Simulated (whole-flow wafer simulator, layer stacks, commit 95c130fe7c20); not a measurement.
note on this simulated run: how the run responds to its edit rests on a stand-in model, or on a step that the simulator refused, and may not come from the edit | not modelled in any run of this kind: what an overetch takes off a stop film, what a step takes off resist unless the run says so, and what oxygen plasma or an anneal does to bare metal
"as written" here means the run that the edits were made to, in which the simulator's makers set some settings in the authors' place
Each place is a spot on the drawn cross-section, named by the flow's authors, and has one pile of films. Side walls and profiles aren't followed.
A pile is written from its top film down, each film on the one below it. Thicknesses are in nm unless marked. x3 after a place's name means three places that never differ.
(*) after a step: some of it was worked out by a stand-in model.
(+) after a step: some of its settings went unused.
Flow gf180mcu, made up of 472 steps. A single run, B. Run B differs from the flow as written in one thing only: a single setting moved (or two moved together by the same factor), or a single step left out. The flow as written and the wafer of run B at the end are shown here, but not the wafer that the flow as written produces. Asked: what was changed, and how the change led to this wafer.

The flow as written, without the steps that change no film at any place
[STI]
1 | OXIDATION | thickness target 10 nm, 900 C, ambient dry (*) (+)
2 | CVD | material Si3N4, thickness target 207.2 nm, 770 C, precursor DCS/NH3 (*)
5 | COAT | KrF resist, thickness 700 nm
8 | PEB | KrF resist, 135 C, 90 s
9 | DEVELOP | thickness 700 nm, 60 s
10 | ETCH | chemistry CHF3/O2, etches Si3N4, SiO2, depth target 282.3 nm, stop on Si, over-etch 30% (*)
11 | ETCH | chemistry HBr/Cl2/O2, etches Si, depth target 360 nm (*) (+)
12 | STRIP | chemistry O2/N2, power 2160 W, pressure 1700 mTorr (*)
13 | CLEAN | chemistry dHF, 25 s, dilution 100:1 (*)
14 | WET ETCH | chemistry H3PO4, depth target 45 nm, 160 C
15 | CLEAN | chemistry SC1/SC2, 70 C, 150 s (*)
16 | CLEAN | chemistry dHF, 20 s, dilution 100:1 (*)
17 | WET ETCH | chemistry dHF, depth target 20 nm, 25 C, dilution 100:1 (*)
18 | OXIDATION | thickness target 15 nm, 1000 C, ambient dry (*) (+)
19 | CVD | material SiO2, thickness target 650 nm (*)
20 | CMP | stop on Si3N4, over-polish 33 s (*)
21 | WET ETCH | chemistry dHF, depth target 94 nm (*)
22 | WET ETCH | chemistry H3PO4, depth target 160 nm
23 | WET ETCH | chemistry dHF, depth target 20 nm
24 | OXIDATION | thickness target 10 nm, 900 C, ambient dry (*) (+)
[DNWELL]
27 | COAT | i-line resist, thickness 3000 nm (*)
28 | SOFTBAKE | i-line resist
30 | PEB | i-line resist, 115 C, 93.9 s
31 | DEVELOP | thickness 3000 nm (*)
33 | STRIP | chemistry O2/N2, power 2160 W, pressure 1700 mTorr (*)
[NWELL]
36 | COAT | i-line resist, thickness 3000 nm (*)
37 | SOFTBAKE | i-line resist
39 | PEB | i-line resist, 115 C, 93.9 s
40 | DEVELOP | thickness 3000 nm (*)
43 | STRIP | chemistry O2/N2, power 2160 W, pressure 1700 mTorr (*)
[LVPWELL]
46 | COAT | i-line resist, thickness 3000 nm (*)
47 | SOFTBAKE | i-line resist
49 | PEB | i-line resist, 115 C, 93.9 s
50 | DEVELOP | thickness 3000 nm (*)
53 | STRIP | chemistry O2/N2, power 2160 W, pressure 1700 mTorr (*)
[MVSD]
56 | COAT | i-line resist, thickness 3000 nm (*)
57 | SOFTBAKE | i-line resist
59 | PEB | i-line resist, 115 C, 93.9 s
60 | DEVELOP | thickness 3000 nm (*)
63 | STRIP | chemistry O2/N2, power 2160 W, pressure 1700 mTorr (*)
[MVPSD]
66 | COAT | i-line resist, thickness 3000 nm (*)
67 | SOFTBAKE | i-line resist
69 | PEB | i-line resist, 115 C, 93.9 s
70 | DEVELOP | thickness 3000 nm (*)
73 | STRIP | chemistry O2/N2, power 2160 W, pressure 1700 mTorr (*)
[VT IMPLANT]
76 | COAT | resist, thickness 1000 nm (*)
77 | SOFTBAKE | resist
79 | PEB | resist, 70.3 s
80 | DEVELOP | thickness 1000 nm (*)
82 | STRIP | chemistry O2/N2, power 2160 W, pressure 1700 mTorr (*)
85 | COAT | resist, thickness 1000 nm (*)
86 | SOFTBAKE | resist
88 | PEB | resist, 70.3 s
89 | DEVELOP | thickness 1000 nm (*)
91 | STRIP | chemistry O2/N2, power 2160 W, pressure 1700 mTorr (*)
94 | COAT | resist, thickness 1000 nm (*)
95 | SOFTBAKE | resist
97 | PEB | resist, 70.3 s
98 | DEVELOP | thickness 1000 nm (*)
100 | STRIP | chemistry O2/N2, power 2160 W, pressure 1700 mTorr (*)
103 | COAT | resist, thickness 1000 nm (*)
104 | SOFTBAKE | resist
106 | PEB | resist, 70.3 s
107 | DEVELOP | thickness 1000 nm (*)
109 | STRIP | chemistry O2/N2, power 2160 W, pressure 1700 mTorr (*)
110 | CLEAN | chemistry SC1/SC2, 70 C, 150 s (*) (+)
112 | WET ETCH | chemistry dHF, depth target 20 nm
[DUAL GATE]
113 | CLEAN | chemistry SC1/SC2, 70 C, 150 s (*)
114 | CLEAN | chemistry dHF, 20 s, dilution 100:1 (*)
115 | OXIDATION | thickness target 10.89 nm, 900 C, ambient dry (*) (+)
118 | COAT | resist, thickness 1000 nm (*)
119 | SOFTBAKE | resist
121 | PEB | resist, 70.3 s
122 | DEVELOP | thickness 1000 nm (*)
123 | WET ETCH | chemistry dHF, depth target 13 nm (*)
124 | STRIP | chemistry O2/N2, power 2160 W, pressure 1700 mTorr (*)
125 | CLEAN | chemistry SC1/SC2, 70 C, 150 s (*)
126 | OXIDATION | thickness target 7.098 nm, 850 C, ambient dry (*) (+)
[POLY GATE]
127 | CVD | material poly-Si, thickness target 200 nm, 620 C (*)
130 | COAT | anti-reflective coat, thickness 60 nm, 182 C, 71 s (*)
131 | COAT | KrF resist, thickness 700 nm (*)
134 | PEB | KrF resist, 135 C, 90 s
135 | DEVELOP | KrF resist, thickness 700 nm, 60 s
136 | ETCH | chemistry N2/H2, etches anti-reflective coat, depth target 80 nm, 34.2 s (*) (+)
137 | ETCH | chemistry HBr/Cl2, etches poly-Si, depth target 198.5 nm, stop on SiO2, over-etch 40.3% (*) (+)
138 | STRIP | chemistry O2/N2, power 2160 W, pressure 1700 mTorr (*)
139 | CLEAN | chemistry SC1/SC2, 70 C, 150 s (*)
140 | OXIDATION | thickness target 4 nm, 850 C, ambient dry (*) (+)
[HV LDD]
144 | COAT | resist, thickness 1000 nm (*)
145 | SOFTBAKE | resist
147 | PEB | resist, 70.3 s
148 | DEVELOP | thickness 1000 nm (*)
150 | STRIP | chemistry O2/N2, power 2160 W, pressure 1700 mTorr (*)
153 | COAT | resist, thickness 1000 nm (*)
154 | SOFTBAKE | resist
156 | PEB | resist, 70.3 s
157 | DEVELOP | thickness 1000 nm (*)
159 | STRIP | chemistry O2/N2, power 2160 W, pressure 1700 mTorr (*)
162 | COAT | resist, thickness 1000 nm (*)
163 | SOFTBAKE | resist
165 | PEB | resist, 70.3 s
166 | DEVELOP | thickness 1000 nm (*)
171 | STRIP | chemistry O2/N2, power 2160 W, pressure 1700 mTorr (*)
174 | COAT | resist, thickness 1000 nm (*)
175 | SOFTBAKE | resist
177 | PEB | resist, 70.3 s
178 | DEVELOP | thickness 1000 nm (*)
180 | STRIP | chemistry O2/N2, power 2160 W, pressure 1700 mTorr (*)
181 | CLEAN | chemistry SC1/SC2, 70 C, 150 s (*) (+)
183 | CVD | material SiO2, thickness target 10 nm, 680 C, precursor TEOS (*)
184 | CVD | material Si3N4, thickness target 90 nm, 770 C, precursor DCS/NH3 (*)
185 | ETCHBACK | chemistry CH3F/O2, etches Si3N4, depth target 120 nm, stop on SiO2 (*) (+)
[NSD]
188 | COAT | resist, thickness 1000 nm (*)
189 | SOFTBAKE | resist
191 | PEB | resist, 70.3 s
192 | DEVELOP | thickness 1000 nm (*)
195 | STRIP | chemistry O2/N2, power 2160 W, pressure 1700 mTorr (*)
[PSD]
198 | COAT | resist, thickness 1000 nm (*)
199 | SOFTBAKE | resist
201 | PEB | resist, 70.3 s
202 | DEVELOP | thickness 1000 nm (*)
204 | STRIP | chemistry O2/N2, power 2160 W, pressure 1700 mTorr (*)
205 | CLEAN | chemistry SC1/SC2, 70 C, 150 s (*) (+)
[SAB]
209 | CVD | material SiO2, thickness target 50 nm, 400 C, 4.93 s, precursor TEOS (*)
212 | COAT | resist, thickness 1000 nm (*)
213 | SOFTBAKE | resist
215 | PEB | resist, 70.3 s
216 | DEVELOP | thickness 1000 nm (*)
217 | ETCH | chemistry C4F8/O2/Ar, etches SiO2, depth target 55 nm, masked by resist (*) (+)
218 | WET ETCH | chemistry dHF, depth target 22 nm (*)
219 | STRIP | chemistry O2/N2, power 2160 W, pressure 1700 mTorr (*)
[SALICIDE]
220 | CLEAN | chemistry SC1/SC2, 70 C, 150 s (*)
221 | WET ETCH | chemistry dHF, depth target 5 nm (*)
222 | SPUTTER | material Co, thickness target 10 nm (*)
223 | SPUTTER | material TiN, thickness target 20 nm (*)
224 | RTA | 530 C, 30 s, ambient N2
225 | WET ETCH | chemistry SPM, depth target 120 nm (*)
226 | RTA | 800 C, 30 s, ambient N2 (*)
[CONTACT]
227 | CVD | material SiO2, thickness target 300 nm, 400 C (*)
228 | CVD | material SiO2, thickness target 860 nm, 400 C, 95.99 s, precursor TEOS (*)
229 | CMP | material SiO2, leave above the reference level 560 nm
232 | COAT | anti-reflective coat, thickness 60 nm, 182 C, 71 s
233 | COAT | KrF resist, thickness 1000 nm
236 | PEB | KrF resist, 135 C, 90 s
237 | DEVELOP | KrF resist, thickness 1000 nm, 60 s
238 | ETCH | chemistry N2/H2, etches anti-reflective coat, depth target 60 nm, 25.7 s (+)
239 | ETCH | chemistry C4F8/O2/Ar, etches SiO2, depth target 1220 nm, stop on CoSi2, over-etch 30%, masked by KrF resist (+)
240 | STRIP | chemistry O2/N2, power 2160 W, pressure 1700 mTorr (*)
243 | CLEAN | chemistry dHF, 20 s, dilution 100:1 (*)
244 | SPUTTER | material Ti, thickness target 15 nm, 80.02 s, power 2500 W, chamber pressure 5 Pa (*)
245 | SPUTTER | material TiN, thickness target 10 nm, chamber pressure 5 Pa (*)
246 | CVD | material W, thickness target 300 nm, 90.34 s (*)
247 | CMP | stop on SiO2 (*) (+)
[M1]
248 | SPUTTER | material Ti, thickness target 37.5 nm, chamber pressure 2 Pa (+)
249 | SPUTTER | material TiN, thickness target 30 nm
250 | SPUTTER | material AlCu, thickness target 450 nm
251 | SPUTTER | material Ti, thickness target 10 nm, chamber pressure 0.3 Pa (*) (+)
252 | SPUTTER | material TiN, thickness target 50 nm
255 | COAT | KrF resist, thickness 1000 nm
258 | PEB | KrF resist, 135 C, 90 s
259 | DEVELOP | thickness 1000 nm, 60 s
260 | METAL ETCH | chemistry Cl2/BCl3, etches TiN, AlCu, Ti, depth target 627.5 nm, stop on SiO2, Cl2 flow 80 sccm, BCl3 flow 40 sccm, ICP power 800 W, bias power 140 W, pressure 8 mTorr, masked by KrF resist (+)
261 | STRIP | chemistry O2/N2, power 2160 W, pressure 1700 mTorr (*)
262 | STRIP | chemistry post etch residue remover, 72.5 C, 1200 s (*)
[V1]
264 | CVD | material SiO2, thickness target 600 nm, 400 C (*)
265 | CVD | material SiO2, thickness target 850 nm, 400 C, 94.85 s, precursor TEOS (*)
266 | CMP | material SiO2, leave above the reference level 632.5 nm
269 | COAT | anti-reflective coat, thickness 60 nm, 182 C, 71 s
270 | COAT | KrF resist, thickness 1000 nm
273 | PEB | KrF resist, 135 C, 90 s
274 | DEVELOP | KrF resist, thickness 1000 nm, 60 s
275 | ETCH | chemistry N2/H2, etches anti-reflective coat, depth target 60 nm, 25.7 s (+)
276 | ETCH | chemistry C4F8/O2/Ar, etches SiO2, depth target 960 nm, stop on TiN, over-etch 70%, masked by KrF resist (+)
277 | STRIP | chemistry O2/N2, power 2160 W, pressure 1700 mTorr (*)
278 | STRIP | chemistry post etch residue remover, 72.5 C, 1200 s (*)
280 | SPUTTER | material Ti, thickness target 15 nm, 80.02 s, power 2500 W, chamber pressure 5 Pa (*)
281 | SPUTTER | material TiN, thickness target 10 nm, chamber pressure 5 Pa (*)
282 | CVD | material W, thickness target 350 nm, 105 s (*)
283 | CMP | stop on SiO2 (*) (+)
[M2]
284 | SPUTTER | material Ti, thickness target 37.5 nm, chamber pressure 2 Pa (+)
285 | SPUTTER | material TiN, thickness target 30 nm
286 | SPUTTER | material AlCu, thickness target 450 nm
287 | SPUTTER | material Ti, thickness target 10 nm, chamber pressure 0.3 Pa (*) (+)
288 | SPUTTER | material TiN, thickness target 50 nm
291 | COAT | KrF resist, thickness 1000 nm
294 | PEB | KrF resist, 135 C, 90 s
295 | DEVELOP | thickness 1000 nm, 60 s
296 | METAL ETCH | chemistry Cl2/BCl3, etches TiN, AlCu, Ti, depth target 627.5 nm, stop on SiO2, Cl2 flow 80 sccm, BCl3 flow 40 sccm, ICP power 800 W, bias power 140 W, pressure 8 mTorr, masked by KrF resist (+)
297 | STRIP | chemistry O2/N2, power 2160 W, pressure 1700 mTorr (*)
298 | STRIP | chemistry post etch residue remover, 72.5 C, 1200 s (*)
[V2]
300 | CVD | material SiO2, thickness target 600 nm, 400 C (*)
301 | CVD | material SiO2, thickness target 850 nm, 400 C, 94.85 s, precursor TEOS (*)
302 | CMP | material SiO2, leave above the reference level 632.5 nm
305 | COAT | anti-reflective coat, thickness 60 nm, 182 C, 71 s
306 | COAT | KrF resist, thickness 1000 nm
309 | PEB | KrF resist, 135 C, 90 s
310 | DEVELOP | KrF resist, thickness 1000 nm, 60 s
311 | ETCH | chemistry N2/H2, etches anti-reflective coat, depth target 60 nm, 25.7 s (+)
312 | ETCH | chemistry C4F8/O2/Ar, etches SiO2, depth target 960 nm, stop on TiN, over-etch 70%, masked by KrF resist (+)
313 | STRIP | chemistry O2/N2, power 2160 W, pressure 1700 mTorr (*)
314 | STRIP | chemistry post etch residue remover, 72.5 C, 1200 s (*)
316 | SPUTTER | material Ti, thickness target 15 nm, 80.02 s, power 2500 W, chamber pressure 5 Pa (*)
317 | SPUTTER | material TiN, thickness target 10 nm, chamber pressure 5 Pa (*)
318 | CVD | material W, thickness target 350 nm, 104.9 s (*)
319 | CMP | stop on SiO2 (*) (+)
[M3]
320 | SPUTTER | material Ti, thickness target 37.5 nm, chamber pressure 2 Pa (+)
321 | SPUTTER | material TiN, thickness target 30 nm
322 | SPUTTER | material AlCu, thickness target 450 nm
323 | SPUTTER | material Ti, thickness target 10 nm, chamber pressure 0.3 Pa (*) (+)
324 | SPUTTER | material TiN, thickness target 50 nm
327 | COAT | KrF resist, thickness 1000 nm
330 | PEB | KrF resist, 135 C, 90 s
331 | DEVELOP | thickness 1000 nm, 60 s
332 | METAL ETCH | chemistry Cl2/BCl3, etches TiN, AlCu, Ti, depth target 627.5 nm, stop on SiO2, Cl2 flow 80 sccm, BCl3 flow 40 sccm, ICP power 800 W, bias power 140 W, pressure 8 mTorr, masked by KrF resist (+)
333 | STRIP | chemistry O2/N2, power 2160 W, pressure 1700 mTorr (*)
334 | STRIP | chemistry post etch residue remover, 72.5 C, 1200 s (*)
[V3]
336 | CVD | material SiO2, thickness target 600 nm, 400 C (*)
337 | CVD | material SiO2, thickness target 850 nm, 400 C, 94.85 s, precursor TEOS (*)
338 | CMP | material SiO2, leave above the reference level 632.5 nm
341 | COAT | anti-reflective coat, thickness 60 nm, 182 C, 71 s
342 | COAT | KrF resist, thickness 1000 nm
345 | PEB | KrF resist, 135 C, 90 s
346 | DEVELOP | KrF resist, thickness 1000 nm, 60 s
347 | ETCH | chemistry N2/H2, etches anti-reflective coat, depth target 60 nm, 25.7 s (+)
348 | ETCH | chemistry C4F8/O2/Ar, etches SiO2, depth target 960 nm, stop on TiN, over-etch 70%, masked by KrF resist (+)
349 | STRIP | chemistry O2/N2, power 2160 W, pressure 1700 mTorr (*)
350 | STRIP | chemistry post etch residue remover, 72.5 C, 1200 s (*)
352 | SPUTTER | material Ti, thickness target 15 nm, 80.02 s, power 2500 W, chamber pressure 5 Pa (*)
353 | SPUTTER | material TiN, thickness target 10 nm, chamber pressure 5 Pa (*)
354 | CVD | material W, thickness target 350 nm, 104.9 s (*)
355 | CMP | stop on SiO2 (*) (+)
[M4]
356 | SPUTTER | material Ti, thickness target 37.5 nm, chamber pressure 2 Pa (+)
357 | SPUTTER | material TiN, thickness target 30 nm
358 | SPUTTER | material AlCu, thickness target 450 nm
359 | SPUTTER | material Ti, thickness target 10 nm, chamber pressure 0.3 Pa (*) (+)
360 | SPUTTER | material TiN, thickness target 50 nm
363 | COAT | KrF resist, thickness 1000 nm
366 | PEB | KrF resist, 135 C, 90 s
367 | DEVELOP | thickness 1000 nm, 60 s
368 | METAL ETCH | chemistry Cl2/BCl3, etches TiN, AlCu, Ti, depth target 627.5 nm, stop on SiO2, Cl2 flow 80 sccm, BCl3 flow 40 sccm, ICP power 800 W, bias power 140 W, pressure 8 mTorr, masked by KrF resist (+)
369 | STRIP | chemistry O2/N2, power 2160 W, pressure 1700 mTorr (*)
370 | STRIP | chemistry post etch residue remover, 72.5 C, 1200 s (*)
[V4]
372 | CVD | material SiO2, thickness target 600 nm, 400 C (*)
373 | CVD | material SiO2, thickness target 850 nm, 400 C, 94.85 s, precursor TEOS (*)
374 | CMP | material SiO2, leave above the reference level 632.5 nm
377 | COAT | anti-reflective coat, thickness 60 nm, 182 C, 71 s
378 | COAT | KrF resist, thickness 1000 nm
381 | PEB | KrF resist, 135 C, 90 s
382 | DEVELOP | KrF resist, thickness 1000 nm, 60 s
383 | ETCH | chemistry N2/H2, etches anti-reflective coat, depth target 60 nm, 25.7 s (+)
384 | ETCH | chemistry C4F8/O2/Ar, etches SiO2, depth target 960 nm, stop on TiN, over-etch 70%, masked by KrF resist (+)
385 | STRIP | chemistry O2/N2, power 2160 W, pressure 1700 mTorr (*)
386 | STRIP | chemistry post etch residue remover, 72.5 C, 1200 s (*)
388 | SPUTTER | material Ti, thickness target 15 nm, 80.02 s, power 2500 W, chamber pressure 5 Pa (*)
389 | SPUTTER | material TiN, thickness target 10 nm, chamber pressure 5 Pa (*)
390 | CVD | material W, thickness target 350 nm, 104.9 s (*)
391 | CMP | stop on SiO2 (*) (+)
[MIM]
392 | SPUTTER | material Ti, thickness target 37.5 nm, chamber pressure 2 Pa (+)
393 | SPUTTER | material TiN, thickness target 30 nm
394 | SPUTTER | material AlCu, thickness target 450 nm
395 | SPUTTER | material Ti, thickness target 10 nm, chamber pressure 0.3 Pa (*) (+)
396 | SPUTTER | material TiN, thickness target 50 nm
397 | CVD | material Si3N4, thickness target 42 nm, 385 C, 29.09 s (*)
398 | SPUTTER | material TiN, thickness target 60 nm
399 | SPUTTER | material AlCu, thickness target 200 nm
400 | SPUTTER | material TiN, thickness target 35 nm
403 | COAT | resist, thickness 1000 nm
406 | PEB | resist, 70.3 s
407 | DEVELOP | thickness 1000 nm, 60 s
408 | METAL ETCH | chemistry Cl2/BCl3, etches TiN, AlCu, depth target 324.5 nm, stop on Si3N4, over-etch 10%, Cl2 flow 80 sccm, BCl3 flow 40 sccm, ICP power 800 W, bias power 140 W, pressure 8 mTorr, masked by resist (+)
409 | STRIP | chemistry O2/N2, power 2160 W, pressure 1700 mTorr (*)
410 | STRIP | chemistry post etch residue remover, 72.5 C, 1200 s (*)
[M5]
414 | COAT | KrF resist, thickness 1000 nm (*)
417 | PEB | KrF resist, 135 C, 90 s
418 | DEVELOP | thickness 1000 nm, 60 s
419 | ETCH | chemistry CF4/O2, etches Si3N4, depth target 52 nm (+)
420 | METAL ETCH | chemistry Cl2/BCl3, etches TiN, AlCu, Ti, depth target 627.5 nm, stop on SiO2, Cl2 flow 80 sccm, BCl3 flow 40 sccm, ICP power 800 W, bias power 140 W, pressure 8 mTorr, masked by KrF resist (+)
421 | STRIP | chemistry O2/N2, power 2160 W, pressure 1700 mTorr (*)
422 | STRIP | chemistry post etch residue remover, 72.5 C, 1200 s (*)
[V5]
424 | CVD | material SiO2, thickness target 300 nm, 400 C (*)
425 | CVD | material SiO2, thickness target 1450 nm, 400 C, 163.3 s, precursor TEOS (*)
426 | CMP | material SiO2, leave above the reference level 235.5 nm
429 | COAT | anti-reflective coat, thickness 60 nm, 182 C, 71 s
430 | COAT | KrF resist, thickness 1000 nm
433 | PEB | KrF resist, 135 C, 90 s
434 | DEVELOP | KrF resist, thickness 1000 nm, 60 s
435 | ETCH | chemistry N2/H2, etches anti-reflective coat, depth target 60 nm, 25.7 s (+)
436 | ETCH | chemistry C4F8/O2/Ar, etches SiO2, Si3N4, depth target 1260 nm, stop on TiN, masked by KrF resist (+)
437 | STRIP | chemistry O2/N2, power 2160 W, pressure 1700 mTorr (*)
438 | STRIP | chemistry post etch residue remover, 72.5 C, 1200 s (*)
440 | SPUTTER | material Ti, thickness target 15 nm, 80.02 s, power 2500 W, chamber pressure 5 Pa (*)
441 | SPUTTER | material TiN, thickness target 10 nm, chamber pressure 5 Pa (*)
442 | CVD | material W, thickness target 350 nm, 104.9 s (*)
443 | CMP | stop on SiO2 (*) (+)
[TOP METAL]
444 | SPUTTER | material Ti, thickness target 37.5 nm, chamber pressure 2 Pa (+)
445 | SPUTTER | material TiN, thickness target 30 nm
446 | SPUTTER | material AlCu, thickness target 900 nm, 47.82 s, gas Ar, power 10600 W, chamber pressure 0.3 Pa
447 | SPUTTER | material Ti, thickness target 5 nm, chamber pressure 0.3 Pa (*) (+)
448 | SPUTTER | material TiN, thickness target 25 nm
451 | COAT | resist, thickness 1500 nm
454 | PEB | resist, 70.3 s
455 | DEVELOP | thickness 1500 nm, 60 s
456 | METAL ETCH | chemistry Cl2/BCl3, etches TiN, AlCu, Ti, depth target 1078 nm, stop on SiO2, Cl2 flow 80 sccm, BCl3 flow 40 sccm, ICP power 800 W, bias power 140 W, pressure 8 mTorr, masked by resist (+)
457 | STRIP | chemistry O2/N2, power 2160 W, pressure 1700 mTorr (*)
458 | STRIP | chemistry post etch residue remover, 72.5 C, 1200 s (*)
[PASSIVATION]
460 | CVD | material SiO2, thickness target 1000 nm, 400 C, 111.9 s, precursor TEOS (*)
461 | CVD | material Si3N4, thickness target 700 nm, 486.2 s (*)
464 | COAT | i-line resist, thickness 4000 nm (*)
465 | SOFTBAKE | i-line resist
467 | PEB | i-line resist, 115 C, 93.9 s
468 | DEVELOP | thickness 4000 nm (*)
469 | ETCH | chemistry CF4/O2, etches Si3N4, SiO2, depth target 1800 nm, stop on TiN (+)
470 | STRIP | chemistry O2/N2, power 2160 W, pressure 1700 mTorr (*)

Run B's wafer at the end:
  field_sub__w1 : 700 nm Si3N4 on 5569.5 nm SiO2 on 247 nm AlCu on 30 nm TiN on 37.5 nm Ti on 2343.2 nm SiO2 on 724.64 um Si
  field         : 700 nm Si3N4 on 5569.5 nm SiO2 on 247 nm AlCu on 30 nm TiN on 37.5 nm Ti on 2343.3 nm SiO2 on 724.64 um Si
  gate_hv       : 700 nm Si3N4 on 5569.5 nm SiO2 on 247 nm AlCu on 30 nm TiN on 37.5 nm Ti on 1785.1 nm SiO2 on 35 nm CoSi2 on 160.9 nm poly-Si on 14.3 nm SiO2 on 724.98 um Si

Cause: step 296, METAL ETCH: depth target 257.3 nm was run, whereas the flow has depth target 627.5 nm.

Step by step, how the change led to this:
  296 | METAL ETCH | chemistry Cl2/BCl3, etches TiN, AlCu, Ti, depth target 627.5 nm, stop on SiO2, Cl2 flow 80 sccm, BCl3 flow 40 sccm, ICP power 800 W, bias power 140 W, pressure 8 mTorr, masked by KrF resist (+)
      field, field__w1, field__w2 and 103 more: -50 TiN (all of it), -10 Ti (all of it), -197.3 AlCu (in the flow as written it would be: -50 TiN (all of it), -10 Ti (all of it), -450 AlCu (all of it), -30 TiN (all of it), -37.5 Ti (all of it))
      field__w8, contact, m1, m1__w1, m1_nw: -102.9 KrF resist (in the flow as written it would be: -251 KrF resist)
  297 | STRIP | chemistry O2/N2, power 2160 W, pressure 1700 mTorr (*)
      field__w8, contact, m1, m1__w1, m1_nw: -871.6 KrF resist (all of it) (in the flow as written it would be: -723.5 KrF resist (all of it))
  298 | STRIP | chemistry post etch residue remover, 72.5 C, 1200 s (*)
      field, field__w1, field__w2 and 103 more: -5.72 AlCu (in the flow as written it would be: nothing)
  300 | CVD | material SiO2, thickness target 600 nm, 400 C (*)
      field, field__w1, field__w2 and 103 more: +600 SiO2 (new film) (in the flow as written it would be: +600 SiO2)
  302 | CMP | material SiO2, leave above the reference level 632.5 nm
      field, field__w1, field__w2 and 103 more: -614.5 SiO2 (in the flow as written it would be: -300 SiO2)
If metal films that touch count as one body, field_sub__w1 has 1 body; the flow as written gives 0 bodies.
If metal films that touch count as one body, field has 1 body; the flow as written gives 0 bodies.
If metal films that touch count as one body, gate_hv has 2 bodies (between them, from the top down: SiO2 1785.1); the flow as written gives 1 body.
